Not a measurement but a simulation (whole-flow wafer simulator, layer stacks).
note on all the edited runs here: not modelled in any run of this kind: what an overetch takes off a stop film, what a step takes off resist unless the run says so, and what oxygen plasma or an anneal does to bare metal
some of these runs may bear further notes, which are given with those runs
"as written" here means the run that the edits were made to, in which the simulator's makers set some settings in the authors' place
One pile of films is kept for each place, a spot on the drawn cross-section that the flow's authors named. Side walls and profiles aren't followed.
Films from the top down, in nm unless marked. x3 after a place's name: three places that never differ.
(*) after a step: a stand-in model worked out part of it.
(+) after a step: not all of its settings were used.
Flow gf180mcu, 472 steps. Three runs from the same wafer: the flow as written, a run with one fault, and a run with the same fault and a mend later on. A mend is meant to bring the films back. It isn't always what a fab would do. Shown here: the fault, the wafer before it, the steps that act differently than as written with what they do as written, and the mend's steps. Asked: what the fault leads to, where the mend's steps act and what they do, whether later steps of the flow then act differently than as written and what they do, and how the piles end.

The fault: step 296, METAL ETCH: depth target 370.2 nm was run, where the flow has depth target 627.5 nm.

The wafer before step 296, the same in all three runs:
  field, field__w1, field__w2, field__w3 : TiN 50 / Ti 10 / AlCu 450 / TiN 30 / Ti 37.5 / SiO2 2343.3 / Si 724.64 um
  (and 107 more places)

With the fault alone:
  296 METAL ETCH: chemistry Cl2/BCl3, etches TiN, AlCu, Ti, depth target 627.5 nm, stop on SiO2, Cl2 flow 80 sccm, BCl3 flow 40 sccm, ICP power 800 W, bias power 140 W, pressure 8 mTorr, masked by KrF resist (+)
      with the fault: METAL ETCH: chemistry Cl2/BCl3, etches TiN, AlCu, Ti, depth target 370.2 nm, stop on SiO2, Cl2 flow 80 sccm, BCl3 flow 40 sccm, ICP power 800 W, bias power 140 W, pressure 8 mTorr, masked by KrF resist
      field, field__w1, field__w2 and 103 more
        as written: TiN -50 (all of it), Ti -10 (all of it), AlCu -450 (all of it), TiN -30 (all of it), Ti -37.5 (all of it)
        with the fault: TiN -50 (all of it), Ti -10 (all of it), AlCu -310.2
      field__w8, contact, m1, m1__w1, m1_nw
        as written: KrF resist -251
        with the fault: KrF resist -148.1
  Later steps of the flow that act differently than as written:
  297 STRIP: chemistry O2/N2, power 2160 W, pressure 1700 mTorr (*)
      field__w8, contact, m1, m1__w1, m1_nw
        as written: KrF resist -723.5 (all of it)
        with the fault: KrF resist -826.4 (all of it)
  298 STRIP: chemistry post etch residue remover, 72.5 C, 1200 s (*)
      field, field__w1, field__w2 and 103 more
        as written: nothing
        with the fault: AlCu -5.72
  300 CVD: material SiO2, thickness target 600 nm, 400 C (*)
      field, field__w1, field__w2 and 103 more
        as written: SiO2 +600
        with the fault: SiO2 +600 (new film)
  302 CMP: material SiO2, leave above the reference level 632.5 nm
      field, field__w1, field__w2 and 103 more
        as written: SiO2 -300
        with the fault: SiO2 -501.6
  At the end the piles differ from the flow's by more than 2% or 0.5 nm, whichever is larger, at field, field__w1, field__w2 and 104 more.
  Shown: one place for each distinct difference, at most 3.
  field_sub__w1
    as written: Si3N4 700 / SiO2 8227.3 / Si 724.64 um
    with the fault: Si3N4 700 / SiO2 5682.4 / AlCu 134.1 / TiN 30 / Ti 37.5 / SiO2 2343.2 / Si 724.64 um
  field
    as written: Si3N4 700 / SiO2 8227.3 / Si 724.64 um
    with the fault: Si3N4 700 / SiO2 5682.4 / AlCu 134.1 / TiN 30 / Ti 37.5 / SiO2 2343.3 / Si 724.64 um
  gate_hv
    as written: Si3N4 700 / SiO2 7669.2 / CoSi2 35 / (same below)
    with the fault: Si3N4 700 / SiO2 5682.4 / AlCu 134.1 / TiN 30 / Ti 37.5 / SiO2 1785.1 / CoSi2 35 / (same below)

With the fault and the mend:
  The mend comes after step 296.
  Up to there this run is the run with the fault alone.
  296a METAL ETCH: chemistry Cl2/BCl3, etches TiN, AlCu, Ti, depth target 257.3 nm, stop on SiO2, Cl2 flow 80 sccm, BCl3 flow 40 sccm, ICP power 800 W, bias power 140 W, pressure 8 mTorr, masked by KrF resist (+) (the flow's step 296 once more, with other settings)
      field, field__w1, field__w2 and 103 more
        AlCu -139.8 (all of it), TiN -30 (all of it), Ti -37.5 (all of it)
      field__w8, contact, m1, m1__w1, m1_nw
        KrF resist -102.9
  No later step of the flow acts differently than as written at any place that is followed.
  At the end the piles are the same as the flow's at every place that both follow.
